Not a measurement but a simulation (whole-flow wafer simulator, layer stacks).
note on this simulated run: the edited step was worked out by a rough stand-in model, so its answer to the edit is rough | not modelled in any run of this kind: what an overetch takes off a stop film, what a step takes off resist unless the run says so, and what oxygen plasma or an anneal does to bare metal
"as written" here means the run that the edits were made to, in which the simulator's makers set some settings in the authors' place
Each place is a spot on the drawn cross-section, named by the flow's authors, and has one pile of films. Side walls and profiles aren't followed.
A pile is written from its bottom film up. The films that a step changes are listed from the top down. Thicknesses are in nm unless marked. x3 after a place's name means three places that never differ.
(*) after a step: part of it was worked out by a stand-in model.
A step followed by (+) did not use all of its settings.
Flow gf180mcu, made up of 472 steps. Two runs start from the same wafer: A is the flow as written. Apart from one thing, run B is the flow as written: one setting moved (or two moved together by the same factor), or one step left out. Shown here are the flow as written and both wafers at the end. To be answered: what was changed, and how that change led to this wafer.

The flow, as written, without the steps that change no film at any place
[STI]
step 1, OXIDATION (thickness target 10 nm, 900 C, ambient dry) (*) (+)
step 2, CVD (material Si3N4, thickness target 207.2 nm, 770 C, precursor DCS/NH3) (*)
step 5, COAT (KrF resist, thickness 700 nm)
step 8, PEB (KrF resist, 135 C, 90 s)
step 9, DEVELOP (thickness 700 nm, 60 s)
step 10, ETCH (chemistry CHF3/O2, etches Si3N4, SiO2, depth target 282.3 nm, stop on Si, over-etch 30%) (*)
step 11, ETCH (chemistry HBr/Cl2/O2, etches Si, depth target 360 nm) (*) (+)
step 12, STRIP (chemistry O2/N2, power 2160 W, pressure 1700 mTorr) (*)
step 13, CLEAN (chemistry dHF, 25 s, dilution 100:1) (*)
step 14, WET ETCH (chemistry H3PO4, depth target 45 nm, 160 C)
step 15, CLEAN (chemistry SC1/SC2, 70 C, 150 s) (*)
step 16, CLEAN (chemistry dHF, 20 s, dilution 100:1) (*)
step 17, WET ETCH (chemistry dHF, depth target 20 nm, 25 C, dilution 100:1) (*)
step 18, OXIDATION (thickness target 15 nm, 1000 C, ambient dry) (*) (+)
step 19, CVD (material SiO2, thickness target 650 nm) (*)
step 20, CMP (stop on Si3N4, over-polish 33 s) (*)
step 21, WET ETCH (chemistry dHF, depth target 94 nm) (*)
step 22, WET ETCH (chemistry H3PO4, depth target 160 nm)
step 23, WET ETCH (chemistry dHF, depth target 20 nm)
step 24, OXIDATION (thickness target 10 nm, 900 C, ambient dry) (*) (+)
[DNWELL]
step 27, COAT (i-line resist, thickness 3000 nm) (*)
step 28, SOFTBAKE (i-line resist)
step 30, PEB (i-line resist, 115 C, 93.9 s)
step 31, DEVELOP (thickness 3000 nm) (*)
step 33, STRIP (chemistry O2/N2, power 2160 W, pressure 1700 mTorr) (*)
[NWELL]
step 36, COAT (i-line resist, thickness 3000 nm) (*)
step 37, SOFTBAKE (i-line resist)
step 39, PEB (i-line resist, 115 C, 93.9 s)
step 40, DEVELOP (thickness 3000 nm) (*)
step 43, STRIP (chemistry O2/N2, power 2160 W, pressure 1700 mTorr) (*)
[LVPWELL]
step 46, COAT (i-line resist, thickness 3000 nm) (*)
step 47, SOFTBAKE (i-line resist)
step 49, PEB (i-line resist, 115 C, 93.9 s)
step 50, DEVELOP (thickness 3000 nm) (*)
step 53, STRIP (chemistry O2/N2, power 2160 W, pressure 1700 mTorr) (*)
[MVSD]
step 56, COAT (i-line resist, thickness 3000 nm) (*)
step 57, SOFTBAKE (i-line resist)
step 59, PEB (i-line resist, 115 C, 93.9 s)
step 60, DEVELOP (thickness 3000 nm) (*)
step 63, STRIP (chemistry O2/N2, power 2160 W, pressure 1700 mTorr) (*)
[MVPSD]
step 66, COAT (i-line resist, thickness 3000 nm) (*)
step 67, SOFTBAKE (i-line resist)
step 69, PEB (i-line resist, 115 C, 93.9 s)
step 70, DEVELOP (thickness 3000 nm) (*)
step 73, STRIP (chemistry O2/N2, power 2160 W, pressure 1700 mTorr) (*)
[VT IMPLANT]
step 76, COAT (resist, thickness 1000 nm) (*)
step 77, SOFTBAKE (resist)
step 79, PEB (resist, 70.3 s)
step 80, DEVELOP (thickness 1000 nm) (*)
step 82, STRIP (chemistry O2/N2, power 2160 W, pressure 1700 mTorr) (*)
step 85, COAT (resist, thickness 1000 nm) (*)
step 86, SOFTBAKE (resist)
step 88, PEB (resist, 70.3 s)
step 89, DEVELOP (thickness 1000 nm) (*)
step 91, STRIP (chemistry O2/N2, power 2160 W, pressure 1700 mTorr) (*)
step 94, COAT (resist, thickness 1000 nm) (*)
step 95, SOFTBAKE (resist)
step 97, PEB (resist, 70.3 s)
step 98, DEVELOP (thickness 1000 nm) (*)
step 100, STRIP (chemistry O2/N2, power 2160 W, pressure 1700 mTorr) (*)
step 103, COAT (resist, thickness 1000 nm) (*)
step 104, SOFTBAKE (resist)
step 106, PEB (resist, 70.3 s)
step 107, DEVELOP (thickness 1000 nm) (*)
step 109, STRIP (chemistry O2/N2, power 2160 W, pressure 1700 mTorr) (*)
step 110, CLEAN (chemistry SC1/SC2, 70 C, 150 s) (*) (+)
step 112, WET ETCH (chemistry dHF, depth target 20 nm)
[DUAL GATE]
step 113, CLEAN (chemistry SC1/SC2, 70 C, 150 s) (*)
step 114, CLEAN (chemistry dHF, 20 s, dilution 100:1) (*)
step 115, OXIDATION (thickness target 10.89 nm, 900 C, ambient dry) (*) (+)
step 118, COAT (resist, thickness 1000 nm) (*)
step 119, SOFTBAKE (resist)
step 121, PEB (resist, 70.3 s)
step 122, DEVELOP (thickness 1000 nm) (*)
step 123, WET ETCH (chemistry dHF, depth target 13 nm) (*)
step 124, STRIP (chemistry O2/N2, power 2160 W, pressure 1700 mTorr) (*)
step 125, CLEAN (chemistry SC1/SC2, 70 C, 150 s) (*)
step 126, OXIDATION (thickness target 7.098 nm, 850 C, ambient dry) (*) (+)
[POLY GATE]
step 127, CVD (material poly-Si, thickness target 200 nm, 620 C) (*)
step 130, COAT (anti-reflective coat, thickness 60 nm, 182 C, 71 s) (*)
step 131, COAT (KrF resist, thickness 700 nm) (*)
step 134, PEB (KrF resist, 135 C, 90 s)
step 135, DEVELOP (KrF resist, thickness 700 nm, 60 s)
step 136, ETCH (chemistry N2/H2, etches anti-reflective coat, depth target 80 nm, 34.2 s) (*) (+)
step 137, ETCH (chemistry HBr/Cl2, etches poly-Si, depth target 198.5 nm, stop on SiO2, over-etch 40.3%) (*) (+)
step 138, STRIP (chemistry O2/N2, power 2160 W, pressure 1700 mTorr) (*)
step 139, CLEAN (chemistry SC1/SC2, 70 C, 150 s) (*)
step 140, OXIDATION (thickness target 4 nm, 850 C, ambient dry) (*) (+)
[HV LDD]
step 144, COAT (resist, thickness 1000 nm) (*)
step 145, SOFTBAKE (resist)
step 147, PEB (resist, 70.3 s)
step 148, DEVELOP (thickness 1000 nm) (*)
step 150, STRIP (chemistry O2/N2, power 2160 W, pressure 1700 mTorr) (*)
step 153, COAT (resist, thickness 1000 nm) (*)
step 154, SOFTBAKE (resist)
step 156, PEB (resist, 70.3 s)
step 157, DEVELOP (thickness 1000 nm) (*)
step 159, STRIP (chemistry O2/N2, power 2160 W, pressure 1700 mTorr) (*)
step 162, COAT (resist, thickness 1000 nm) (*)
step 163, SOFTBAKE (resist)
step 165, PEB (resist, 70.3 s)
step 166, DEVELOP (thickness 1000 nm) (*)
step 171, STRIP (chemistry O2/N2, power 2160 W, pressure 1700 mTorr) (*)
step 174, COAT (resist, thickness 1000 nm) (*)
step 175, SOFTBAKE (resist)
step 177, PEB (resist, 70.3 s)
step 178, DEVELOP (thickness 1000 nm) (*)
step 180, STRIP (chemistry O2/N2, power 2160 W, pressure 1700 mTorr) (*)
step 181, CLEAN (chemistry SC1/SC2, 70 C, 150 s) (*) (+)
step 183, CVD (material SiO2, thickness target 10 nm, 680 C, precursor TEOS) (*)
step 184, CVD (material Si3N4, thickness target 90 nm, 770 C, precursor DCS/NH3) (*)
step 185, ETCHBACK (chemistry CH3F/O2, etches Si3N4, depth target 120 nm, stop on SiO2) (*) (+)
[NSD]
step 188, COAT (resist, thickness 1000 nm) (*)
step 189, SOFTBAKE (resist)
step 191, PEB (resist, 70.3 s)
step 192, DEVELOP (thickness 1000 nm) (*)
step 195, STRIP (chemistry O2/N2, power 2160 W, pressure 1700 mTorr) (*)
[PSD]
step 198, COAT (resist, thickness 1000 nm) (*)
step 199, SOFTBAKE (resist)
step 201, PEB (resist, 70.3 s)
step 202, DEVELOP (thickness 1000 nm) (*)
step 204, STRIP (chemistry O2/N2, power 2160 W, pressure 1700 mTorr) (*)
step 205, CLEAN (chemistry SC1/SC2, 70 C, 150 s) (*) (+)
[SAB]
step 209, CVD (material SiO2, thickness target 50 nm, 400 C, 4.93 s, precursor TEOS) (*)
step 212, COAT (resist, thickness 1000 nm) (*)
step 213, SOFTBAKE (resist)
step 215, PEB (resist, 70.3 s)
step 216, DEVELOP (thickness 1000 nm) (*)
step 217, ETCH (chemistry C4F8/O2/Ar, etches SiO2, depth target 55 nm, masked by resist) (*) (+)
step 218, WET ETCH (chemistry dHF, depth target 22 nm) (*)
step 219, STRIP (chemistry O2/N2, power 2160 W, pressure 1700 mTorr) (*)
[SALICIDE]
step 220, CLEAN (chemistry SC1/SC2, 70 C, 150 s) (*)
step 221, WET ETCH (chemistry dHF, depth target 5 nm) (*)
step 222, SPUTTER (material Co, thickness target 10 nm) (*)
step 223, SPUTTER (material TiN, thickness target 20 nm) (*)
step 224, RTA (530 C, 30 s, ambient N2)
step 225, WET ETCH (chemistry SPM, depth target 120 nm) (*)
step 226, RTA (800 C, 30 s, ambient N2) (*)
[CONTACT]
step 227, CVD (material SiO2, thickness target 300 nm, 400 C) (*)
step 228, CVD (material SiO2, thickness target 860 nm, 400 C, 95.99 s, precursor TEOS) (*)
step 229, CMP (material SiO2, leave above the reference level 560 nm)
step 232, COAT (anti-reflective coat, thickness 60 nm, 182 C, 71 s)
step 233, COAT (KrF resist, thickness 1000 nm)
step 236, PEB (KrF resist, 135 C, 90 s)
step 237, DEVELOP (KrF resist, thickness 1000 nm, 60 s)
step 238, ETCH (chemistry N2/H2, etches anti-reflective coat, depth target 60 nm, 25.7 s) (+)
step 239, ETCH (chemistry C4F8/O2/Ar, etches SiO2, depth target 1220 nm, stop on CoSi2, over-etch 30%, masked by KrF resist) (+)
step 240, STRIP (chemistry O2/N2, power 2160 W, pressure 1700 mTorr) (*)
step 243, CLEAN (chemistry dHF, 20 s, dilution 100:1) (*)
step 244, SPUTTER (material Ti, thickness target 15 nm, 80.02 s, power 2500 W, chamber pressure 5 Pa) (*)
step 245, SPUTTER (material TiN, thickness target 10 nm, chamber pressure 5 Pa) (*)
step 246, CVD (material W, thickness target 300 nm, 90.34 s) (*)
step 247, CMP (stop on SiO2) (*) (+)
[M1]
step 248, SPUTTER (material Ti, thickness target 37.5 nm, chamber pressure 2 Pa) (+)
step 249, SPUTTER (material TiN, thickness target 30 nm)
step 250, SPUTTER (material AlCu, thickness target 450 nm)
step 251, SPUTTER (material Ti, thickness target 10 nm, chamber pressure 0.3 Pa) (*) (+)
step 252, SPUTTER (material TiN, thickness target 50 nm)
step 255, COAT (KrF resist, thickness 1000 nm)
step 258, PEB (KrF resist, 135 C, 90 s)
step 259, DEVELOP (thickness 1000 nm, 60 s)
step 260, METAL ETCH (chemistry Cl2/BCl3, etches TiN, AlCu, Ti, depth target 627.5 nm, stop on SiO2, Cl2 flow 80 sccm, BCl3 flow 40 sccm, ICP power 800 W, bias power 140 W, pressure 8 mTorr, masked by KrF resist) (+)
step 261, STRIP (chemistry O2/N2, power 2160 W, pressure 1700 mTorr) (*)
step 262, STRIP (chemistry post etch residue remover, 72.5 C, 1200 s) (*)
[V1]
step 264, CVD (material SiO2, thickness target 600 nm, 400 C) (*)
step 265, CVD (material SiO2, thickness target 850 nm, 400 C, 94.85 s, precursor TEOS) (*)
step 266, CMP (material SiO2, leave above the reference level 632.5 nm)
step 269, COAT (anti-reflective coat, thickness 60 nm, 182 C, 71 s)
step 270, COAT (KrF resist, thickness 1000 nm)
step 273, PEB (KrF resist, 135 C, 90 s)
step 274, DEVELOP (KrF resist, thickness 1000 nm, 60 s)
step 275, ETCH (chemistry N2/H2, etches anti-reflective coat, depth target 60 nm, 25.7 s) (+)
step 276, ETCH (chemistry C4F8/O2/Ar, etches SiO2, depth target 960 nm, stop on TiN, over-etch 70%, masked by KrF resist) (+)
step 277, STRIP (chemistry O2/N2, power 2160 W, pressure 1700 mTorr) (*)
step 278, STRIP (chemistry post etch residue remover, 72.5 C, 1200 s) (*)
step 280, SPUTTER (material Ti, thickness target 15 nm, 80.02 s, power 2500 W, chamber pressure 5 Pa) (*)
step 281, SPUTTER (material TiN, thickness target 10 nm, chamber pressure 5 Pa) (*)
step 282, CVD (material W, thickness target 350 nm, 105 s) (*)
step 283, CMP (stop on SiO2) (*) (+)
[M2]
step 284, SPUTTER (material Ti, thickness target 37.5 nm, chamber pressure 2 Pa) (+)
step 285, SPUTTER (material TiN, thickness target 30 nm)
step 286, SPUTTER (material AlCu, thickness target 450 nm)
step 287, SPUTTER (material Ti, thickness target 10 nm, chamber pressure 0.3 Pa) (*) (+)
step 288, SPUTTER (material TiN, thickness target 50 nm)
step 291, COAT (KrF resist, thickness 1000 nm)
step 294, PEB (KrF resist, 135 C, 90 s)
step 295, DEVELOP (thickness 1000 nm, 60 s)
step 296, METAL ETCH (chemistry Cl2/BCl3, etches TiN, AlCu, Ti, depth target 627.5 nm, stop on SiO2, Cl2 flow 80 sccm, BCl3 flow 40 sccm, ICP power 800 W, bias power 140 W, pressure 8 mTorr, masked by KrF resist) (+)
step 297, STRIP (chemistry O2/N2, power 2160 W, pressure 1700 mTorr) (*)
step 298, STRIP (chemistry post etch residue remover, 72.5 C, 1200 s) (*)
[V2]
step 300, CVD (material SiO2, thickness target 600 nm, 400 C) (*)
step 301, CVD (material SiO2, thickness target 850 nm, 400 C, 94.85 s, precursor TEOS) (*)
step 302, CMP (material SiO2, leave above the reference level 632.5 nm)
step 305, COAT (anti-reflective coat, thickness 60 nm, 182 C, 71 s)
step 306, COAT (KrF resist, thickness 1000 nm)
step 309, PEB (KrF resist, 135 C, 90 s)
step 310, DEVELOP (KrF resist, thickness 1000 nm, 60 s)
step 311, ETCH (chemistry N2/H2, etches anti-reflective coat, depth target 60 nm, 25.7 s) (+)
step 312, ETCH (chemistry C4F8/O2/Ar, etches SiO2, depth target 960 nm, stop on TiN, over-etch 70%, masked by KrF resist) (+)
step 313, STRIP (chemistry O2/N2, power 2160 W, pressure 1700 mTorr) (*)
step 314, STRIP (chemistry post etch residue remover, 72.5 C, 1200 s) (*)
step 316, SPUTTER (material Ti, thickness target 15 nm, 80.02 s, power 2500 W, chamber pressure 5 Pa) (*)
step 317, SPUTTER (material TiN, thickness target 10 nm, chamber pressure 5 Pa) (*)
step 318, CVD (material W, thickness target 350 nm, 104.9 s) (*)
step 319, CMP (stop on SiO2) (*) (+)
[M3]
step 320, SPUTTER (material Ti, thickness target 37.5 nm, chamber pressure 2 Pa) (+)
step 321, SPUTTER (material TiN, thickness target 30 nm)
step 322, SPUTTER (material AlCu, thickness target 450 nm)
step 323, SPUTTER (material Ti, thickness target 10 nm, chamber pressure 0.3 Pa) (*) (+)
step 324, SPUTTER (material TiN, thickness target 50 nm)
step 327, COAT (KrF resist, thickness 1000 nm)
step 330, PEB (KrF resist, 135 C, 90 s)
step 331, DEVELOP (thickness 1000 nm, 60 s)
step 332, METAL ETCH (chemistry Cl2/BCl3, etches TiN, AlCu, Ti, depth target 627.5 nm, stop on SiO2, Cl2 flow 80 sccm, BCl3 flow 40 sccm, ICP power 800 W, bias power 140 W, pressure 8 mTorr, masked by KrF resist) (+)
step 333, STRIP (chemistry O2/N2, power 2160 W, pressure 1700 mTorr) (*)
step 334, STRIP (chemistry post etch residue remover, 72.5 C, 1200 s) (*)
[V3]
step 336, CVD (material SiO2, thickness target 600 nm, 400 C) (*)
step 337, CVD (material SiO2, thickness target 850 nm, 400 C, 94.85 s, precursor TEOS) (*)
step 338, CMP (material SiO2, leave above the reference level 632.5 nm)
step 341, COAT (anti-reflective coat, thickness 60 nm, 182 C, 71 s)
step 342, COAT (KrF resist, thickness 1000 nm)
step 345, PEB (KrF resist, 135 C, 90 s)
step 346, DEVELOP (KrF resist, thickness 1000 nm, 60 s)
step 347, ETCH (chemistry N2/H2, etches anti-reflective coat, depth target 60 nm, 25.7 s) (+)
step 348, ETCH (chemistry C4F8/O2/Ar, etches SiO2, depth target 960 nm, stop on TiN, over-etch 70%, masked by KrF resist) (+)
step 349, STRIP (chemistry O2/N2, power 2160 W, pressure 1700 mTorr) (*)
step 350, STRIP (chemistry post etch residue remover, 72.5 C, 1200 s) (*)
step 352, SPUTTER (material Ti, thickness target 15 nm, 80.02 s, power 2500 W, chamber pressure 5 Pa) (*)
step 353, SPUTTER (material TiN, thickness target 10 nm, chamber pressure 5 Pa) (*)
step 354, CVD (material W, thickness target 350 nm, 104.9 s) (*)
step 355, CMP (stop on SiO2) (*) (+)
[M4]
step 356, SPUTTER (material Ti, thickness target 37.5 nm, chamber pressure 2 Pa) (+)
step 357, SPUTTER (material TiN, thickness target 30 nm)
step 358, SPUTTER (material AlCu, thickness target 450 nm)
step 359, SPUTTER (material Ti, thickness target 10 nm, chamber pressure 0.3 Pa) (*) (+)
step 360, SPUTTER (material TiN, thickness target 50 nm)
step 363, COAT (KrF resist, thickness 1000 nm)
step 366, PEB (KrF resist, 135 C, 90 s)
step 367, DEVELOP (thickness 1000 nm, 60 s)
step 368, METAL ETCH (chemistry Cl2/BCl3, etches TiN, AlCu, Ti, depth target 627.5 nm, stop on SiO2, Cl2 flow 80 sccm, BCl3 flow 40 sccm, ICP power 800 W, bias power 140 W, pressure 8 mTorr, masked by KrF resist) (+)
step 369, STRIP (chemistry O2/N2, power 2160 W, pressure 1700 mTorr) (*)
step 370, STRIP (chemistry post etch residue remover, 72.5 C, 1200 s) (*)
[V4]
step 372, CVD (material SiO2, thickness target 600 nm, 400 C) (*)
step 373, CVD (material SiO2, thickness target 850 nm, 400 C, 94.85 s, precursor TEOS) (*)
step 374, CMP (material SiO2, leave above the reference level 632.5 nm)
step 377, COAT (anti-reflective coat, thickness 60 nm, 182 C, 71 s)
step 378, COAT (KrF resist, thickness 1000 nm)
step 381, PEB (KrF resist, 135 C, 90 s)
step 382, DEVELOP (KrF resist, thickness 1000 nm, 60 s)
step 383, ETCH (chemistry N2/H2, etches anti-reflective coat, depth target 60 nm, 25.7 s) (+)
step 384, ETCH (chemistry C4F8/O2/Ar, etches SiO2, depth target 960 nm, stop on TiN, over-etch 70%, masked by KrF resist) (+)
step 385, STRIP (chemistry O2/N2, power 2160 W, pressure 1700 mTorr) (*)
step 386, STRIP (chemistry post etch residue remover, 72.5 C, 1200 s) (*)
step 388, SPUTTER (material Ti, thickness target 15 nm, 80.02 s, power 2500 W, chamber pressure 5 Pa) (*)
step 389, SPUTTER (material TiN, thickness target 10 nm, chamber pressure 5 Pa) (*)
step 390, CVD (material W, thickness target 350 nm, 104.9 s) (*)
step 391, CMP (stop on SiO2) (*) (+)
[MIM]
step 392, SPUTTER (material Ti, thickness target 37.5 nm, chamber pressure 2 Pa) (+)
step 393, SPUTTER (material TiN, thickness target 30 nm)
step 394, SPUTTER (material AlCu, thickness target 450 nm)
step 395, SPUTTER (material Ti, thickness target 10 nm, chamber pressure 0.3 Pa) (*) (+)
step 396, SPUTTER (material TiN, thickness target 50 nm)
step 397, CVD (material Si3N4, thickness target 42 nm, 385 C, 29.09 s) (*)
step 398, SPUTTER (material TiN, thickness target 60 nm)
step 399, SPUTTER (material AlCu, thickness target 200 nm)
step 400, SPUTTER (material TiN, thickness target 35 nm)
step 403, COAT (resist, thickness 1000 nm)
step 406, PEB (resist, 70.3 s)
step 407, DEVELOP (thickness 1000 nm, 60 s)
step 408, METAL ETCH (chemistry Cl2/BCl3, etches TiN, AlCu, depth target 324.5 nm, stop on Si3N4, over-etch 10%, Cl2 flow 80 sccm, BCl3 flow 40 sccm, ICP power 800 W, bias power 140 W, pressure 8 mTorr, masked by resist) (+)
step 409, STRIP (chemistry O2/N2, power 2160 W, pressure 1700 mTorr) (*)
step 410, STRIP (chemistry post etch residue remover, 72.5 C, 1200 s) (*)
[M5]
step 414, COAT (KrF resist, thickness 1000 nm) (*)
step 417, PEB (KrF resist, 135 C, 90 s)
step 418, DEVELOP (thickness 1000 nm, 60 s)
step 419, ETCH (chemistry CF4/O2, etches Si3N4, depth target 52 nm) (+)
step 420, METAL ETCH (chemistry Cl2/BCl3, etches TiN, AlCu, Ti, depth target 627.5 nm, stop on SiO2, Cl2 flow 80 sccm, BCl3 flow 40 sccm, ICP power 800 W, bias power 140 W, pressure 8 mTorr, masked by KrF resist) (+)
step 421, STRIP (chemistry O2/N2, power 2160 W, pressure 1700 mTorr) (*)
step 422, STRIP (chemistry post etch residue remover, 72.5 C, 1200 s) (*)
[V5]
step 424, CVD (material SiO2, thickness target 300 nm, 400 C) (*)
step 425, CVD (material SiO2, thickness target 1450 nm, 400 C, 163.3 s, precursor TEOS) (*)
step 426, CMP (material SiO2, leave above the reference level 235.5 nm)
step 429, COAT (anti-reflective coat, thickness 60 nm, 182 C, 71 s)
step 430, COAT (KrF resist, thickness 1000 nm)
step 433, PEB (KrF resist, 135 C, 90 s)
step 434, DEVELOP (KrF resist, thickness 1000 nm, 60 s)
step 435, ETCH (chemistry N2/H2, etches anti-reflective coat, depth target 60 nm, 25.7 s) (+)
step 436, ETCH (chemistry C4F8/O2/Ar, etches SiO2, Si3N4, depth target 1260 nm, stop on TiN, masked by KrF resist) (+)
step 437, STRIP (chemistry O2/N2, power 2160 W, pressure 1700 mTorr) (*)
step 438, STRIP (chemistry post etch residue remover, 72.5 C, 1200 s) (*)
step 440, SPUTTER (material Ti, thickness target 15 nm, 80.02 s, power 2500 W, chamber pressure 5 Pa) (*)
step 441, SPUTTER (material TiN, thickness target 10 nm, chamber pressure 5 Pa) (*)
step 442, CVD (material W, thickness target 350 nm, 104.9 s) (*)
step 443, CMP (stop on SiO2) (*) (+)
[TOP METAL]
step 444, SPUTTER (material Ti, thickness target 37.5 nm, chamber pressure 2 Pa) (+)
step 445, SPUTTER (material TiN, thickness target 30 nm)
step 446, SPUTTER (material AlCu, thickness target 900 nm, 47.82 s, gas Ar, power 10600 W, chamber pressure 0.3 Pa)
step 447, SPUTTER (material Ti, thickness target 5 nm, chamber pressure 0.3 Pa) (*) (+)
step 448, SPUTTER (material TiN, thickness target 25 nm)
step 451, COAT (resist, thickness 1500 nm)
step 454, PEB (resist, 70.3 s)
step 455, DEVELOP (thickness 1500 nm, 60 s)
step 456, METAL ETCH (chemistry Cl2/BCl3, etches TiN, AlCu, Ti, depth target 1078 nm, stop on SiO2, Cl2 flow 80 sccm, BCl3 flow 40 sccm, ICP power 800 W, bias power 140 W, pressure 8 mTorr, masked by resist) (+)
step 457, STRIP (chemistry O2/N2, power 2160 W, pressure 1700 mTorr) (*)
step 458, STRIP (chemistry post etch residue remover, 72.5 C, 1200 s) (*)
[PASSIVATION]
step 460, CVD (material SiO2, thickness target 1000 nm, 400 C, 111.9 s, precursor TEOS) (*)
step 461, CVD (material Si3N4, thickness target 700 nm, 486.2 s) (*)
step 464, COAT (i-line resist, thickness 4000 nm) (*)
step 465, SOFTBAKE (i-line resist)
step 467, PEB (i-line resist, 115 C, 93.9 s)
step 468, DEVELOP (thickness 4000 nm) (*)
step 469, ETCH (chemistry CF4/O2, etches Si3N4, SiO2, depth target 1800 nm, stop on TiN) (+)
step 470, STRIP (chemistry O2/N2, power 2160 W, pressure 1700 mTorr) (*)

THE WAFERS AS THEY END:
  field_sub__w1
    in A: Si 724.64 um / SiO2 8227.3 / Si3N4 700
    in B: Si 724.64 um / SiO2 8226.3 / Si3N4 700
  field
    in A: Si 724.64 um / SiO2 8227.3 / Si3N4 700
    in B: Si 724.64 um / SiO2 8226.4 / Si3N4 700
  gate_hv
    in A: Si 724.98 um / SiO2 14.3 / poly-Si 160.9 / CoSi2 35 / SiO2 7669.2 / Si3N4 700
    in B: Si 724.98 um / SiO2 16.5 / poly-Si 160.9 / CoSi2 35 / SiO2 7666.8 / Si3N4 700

What caused this: step 126, OXIDATION: thickness target 9.724 nm was run, though the flow has thickness target 7.098 nm.

The path from the change to this, step by step:
  step 126, OXIDATION (thickness target 7.098 nm, 850 C, ambient dry) (*) (+)
      gate_hv, active_hv, active_nat and 25 more: A +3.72 SiO2, -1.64 Si | B +5.97 SiO2, -2.63 Si
      active, n_well, p_well and 12 more: A +7.1 SiO2 (new film), -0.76 chemical SiO2 (all of it), -2.79 Si | B +9.72 SiO2 (new film), -0.76 chemical SiO2 (all of it), -3.95 Si
  step 189, SOFTBAKE (resist)
      nw_enc_fld_lv__w3: A +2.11 resist | B -1.59 resist
  step 199, SOFTBAKE (resist)
      nw_enc_fld_lv__w3: A +2.11 resist | B -1.59 resist
  step 218, WET ETCH (chemistry dHF, depth target 22 nm) (*)
      active, p_well, sd_n, iso_ptap_pw, iso_ntap_nw, iso_ptap_sub, vpnp_e: A -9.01 SiO2 (all of it) | B -11.5 SiO2 (all of it)
      ldn_tap, ldn_src, ldn_drn, ldp_tap, ldp_src, ldp_drn, ldp_gr: A -16 SiO2 (all of it) | B -18.1 SiO2 (all of it)
      (also at 9 further places)
